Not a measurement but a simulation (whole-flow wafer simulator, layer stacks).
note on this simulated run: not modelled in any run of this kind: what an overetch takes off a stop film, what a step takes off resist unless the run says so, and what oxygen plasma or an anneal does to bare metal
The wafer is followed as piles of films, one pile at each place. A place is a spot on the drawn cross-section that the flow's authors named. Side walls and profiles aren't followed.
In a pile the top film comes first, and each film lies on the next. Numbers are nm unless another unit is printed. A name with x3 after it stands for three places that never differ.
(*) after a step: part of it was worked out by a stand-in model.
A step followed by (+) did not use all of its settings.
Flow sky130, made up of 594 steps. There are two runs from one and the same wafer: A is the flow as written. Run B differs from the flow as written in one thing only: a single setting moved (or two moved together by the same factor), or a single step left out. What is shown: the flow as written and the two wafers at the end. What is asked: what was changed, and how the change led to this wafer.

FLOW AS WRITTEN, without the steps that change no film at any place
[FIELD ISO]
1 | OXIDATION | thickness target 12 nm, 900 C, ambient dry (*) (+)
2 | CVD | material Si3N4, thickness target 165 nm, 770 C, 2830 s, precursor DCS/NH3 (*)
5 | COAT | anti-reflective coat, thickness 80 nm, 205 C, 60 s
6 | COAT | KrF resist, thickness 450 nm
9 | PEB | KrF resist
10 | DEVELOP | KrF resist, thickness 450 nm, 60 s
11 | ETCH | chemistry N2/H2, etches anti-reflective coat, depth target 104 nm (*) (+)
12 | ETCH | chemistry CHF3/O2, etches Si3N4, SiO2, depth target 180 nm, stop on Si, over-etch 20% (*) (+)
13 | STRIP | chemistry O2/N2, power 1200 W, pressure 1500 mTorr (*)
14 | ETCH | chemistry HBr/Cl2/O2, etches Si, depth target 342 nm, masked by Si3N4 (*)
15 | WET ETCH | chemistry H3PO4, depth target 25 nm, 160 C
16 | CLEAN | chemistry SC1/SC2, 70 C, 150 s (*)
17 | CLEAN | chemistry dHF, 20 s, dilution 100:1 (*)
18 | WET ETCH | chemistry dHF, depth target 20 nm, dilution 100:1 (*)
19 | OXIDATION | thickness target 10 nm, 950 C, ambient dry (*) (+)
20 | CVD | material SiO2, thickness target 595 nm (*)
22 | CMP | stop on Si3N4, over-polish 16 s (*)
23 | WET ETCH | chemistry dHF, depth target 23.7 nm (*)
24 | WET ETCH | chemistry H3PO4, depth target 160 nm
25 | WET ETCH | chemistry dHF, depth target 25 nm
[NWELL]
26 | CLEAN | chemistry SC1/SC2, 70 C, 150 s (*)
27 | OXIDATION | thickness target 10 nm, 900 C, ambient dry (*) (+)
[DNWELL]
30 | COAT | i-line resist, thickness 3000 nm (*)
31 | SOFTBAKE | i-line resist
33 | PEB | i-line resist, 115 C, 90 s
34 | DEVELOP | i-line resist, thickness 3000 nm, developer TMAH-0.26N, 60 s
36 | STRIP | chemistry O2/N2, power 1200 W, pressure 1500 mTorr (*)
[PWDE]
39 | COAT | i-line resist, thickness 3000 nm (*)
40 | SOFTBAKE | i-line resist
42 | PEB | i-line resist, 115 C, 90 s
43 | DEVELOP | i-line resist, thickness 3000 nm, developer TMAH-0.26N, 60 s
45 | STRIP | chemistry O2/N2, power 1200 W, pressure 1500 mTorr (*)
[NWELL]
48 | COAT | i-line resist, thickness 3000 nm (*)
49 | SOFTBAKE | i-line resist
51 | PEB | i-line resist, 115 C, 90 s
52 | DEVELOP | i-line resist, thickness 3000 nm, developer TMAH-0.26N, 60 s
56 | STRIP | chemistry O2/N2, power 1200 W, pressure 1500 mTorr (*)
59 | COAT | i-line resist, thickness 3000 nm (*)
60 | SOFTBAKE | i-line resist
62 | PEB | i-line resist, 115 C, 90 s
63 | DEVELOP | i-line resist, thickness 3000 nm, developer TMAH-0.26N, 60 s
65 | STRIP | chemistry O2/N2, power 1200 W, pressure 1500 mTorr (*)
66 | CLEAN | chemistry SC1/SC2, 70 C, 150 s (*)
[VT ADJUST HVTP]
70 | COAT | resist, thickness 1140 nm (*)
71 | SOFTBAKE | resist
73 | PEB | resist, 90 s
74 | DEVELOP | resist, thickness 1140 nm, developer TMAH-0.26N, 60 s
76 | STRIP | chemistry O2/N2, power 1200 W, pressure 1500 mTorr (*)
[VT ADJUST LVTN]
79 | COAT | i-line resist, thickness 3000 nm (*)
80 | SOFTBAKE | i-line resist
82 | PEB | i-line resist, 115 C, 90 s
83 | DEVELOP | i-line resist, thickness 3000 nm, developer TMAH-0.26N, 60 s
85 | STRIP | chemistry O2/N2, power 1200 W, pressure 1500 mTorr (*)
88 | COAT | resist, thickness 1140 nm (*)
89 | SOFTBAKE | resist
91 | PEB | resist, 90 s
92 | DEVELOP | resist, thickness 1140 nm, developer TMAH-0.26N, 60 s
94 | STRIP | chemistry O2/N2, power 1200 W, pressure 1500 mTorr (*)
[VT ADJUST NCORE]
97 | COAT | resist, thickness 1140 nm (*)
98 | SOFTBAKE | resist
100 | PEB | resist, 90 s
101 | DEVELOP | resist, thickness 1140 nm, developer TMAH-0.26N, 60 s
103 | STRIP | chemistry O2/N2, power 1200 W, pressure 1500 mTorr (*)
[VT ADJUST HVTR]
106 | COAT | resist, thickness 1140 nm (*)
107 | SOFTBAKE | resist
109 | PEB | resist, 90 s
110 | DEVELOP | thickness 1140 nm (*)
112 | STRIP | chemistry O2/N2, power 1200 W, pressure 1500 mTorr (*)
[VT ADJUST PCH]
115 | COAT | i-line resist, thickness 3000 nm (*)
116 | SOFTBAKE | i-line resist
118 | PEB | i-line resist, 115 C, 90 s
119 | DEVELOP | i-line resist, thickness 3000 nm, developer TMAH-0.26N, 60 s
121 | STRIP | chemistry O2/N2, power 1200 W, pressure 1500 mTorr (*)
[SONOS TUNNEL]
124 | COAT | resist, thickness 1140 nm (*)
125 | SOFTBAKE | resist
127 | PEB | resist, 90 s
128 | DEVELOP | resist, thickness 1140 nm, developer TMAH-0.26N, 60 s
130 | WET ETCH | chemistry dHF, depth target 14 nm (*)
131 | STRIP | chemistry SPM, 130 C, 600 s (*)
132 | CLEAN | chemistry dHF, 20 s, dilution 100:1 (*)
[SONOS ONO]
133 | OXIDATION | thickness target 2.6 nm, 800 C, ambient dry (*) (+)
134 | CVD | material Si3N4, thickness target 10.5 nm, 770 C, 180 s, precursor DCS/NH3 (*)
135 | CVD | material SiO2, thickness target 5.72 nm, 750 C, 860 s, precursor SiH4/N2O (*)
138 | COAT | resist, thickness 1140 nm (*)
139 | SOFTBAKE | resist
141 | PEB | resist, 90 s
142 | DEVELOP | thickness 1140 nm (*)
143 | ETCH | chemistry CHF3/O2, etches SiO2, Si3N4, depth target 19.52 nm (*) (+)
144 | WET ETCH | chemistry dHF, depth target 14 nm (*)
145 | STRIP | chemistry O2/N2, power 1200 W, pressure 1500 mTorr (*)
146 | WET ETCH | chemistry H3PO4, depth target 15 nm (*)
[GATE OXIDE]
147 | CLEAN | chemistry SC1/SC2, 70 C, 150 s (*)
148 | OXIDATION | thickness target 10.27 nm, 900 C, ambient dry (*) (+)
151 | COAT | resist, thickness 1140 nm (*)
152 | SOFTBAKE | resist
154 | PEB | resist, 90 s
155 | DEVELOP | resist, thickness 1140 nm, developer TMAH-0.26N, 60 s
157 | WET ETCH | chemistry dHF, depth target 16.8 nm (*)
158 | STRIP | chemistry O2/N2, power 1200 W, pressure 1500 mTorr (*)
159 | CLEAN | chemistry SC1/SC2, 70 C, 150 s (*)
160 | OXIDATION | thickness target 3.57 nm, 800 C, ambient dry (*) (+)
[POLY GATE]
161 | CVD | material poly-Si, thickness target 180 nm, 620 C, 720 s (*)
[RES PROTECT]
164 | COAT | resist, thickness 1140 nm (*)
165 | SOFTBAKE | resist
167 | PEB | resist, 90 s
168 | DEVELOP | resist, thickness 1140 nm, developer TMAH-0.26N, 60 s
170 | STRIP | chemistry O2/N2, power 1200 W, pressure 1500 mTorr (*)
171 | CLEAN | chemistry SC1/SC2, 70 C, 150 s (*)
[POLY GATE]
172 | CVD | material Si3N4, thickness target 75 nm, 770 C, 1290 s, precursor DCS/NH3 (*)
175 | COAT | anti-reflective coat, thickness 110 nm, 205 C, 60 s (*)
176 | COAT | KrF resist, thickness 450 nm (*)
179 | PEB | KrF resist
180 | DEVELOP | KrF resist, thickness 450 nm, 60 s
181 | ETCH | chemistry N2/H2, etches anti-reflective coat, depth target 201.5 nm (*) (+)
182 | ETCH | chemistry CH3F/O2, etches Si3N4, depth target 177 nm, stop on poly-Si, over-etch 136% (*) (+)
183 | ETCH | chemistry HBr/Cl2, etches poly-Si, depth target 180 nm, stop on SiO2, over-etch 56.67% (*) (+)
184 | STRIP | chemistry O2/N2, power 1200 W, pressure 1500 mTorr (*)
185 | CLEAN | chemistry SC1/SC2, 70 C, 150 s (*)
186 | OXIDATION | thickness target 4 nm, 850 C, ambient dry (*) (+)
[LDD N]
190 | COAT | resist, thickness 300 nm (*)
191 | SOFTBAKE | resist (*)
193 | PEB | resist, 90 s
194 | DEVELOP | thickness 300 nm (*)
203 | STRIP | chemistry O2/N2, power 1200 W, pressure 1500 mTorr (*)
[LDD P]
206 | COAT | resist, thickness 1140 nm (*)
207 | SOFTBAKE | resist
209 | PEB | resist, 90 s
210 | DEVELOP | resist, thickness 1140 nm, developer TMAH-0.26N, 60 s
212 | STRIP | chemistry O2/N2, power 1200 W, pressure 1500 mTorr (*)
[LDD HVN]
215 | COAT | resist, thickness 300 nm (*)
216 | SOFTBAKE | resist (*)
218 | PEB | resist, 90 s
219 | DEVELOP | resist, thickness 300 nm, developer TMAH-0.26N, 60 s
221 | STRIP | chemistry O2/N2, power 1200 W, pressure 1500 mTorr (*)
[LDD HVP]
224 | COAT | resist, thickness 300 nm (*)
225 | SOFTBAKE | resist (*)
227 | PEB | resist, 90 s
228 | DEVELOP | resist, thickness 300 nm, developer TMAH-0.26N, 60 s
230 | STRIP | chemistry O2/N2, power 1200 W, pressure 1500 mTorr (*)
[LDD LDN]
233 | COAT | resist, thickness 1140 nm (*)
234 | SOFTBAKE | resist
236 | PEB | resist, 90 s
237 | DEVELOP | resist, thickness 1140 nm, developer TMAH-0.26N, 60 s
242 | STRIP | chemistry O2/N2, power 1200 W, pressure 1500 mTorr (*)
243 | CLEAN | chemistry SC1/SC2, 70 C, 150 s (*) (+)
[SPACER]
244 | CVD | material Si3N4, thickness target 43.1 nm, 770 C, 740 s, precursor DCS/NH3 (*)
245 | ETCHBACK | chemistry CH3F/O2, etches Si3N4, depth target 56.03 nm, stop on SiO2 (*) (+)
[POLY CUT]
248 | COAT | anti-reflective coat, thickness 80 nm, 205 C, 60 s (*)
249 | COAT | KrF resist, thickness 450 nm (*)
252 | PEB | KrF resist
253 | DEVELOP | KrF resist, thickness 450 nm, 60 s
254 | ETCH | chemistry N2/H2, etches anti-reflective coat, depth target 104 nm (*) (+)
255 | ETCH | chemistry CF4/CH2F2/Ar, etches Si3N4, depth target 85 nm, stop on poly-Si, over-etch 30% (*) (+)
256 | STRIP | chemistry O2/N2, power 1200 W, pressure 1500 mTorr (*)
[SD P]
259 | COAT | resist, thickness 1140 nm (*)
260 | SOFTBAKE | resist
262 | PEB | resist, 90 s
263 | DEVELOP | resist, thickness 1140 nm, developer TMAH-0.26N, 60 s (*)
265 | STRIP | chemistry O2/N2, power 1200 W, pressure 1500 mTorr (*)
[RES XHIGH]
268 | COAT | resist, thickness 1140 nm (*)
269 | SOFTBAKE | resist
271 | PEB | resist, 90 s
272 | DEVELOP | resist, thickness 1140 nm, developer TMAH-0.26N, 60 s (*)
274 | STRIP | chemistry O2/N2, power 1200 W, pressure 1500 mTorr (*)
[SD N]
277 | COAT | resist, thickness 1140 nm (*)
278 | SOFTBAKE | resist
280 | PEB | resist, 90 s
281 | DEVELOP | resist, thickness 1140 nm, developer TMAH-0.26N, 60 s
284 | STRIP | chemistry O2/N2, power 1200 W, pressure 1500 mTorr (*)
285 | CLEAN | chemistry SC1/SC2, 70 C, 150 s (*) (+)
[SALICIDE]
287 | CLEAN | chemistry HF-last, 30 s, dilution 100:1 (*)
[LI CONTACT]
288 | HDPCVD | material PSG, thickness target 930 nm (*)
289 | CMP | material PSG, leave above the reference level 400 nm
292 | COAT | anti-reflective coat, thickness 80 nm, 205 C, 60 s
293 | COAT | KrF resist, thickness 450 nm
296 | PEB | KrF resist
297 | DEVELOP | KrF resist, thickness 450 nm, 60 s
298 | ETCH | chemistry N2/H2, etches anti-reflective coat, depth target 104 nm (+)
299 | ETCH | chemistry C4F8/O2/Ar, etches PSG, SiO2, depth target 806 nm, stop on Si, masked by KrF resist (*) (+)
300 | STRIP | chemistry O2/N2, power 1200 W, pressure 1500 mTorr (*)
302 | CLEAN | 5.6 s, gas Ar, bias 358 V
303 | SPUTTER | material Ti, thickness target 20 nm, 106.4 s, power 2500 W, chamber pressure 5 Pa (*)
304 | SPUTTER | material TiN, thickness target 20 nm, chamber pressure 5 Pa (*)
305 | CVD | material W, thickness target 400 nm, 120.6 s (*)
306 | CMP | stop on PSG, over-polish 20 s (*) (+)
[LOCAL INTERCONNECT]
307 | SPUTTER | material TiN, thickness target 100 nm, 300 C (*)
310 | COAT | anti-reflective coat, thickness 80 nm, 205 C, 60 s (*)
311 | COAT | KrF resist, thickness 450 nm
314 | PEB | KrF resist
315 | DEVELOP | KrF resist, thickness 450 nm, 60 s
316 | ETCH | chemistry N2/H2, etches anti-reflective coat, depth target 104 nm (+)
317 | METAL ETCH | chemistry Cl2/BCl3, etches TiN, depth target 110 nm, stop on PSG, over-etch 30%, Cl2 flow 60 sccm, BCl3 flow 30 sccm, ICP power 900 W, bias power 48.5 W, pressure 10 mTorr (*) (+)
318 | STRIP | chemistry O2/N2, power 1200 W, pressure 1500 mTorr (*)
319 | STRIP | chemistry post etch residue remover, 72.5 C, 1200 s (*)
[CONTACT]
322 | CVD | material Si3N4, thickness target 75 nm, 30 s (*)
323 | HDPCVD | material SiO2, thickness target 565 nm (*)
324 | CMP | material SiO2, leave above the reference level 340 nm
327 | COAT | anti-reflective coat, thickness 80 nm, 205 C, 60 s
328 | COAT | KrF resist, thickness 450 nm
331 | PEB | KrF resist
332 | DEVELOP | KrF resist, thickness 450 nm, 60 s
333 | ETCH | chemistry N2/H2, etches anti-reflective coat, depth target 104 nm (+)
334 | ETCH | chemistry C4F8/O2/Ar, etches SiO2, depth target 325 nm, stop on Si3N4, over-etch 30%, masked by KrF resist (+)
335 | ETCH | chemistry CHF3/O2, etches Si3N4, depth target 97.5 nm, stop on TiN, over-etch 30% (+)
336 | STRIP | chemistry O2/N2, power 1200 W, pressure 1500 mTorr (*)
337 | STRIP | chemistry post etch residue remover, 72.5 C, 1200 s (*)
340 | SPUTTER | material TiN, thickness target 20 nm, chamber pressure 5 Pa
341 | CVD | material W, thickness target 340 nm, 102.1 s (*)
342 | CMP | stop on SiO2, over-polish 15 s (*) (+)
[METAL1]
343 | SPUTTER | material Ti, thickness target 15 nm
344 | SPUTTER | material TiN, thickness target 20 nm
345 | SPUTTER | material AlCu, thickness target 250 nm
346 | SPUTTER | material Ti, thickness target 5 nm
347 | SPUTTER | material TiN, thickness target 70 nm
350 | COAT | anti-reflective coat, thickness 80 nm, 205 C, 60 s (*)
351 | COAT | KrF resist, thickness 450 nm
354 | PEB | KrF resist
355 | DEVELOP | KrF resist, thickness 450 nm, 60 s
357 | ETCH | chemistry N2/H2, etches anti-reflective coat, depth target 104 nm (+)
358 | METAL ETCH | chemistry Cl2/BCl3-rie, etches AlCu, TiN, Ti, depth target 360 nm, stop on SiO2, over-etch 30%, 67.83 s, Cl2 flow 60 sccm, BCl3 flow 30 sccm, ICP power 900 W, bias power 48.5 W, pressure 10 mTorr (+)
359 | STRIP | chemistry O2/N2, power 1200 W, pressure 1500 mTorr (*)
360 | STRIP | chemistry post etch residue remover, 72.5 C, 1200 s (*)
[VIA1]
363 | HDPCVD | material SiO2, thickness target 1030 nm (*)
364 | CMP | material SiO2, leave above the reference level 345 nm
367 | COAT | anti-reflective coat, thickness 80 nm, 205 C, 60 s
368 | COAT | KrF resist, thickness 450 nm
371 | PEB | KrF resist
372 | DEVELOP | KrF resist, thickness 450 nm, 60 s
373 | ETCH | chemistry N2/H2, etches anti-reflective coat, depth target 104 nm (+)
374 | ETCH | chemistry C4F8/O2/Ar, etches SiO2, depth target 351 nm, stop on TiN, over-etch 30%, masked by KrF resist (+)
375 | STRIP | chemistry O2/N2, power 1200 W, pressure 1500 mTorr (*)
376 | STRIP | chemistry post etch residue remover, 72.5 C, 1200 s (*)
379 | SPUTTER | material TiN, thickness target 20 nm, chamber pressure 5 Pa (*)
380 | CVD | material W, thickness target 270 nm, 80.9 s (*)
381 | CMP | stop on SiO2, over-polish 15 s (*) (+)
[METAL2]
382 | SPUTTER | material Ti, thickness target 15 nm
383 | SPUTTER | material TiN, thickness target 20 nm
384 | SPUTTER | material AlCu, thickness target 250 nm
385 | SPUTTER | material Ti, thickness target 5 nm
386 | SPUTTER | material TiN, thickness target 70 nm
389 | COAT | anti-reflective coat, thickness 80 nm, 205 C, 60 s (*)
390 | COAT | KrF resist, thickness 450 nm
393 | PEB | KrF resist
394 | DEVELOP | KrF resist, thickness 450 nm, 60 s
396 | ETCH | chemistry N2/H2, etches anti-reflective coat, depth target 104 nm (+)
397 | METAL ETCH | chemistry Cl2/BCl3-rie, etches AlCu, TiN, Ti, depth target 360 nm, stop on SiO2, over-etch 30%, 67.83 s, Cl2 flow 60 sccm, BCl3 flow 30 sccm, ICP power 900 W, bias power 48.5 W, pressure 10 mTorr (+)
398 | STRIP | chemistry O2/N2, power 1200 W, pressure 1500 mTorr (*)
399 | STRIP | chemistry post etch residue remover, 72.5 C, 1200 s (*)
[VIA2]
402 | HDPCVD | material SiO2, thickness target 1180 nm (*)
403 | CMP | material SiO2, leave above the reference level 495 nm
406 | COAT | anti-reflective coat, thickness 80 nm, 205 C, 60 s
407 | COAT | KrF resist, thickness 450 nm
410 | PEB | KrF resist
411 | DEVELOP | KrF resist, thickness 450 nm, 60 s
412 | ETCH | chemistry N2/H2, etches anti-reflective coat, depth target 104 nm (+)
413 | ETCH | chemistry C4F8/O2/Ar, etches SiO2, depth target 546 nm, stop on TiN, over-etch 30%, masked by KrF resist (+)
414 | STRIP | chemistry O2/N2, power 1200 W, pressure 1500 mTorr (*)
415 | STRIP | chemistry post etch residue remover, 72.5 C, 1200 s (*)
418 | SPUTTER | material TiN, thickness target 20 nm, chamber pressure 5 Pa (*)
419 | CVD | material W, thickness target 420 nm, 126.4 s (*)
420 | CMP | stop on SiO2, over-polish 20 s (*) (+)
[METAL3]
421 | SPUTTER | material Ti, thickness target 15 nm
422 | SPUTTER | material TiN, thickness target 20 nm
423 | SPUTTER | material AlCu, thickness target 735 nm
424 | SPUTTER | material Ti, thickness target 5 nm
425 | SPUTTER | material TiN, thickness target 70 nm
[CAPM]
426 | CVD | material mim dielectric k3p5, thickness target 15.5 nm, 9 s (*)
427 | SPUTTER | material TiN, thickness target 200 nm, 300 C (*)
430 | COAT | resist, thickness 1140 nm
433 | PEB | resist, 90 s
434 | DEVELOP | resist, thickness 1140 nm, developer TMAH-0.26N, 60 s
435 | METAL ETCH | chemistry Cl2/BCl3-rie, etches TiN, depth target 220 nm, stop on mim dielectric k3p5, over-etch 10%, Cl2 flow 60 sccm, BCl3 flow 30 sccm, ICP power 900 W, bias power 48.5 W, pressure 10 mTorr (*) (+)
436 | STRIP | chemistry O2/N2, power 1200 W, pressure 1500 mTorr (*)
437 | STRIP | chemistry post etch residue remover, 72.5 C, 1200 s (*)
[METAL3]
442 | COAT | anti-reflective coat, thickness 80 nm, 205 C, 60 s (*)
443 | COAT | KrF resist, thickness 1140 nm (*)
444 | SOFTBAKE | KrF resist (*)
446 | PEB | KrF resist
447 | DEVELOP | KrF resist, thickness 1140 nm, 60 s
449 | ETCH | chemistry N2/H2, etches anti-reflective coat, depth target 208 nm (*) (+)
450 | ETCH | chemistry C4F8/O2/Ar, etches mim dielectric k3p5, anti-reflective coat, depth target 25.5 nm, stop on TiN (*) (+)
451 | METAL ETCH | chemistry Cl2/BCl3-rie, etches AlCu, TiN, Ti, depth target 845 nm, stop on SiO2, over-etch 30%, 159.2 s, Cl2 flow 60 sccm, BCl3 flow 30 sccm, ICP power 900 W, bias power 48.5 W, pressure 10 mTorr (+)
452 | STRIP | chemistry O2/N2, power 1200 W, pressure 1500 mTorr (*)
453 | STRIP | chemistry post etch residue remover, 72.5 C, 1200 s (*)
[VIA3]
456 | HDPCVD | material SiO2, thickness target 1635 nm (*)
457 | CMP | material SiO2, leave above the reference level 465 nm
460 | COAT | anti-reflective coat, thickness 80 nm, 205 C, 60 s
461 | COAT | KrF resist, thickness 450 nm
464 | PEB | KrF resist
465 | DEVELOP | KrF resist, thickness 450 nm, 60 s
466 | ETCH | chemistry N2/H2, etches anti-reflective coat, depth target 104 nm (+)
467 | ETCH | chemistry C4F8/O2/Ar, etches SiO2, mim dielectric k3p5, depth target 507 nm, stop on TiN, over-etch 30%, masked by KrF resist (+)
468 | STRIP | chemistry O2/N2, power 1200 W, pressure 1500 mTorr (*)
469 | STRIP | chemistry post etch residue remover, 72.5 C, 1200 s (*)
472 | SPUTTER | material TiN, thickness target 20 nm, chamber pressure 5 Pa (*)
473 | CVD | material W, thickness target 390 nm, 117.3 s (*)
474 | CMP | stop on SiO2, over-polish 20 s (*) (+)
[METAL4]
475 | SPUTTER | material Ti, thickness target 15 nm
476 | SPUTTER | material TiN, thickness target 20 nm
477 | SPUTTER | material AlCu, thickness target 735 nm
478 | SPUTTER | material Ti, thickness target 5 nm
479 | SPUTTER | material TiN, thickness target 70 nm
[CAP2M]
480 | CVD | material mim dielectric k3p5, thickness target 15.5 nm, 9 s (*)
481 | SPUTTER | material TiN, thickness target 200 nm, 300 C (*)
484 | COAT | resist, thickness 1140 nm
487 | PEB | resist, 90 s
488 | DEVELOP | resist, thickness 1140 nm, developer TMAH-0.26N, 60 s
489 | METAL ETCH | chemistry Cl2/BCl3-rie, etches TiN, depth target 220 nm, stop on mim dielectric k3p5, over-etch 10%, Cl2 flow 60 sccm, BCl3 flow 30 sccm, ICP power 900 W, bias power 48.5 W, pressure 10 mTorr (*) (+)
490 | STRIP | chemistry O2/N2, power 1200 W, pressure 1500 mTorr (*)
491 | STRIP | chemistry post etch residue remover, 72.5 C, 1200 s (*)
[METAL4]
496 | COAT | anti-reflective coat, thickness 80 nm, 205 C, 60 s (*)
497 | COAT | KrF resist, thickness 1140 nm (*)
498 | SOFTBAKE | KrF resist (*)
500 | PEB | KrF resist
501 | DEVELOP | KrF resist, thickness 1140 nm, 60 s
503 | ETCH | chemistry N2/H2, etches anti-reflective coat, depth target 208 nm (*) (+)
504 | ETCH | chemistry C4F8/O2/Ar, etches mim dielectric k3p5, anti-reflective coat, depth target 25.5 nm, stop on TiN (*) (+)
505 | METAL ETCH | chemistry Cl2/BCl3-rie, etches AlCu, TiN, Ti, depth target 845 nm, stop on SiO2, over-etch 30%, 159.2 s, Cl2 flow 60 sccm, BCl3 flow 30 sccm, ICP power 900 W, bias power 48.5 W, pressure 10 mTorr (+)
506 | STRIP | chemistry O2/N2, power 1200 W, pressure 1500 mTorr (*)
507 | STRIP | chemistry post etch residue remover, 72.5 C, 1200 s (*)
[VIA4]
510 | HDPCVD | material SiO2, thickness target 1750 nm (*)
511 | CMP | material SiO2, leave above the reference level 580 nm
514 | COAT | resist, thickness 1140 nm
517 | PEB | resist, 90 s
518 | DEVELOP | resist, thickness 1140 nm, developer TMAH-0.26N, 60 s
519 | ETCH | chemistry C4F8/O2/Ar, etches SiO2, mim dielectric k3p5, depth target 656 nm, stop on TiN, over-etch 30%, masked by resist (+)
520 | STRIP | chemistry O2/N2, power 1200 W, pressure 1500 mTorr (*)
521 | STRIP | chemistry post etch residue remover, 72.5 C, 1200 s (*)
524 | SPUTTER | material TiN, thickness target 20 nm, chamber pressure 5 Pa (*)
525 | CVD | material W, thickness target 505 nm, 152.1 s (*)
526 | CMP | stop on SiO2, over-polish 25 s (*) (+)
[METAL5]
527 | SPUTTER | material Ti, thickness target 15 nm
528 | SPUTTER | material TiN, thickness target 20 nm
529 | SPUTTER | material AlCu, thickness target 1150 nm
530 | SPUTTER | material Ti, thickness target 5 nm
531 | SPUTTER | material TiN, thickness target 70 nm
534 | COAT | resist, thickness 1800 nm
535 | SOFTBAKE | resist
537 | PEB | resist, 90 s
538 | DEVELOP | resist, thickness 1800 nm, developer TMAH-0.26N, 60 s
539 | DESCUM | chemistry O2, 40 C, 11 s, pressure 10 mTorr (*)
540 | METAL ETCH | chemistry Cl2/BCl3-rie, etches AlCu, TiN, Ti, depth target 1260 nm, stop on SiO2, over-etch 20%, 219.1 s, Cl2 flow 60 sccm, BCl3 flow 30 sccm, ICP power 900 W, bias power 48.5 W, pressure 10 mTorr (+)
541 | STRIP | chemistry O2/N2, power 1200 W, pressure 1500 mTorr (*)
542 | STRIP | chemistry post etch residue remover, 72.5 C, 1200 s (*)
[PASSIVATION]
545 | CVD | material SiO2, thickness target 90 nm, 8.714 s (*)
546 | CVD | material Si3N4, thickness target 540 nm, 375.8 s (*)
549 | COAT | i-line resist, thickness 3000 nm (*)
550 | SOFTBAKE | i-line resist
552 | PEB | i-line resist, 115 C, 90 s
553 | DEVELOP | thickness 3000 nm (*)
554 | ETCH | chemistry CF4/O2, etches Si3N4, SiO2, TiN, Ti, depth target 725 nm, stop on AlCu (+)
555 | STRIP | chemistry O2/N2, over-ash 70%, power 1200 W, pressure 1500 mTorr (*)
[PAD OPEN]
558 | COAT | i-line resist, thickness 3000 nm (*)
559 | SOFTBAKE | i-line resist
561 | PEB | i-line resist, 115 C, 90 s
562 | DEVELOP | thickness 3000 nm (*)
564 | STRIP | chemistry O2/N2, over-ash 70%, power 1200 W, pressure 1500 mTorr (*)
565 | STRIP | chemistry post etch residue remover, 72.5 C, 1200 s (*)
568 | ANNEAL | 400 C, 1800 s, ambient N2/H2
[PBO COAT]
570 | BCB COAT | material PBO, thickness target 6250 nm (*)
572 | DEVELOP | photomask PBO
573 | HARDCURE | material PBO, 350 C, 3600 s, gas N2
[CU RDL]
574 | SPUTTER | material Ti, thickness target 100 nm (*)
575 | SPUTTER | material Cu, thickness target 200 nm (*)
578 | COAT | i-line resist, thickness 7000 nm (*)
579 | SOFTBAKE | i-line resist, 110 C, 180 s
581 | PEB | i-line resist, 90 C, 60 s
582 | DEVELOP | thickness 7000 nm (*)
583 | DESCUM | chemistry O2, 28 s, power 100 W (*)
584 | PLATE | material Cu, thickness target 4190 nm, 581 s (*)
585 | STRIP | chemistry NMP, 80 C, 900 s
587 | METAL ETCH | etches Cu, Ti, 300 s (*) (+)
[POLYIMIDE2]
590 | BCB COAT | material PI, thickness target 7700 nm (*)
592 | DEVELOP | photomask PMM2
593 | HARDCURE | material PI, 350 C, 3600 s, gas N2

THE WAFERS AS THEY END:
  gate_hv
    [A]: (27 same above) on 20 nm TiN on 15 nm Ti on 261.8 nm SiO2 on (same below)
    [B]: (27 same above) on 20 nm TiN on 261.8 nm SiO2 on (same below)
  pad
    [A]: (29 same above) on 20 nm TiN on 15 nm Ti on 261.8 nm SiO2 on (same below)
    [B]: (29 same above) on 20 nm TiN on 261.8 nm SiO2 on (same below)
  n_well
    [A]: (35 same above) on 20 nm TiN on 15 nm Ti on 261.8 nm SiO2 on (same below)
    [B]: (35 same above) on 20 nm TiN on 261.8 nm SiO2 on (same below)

What caused this: step 343, SPUTTER: material Ti, thickness target 15 nm, was skipped.

How this came from the change, step by step:
  358 | METAL ETCH | chemistry Cl2/BCl3-rie, etches AlCu, TiN, Ti, depth target 360 nm, stop on SiO2, over-etch 30%, 67.83 s, Cl2 flow 60 sccm, BCl3 flow 30 sccm, ICP power 900 W, bias power 48.5 W, pressure 10 mTorr (+)
      field, active, gate and 81 more: A -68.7 TiN (all of it), -5 Ti (all of it), -250 AlCu (all of it), -20 TiN (all of it), -15 Ti (all of it), -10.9 SiO2 | B -68.7 TiN (all of it), -5 Ti (all of it), -250 AlCu (all of it), -20 TiN (all of it), -12.4 SiO2
  364 | CMP | material SiO2, leave above the reference level 345 nm
      field, active, gate and 81 more: A -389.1 SiO2 | B -402.6 SiO2
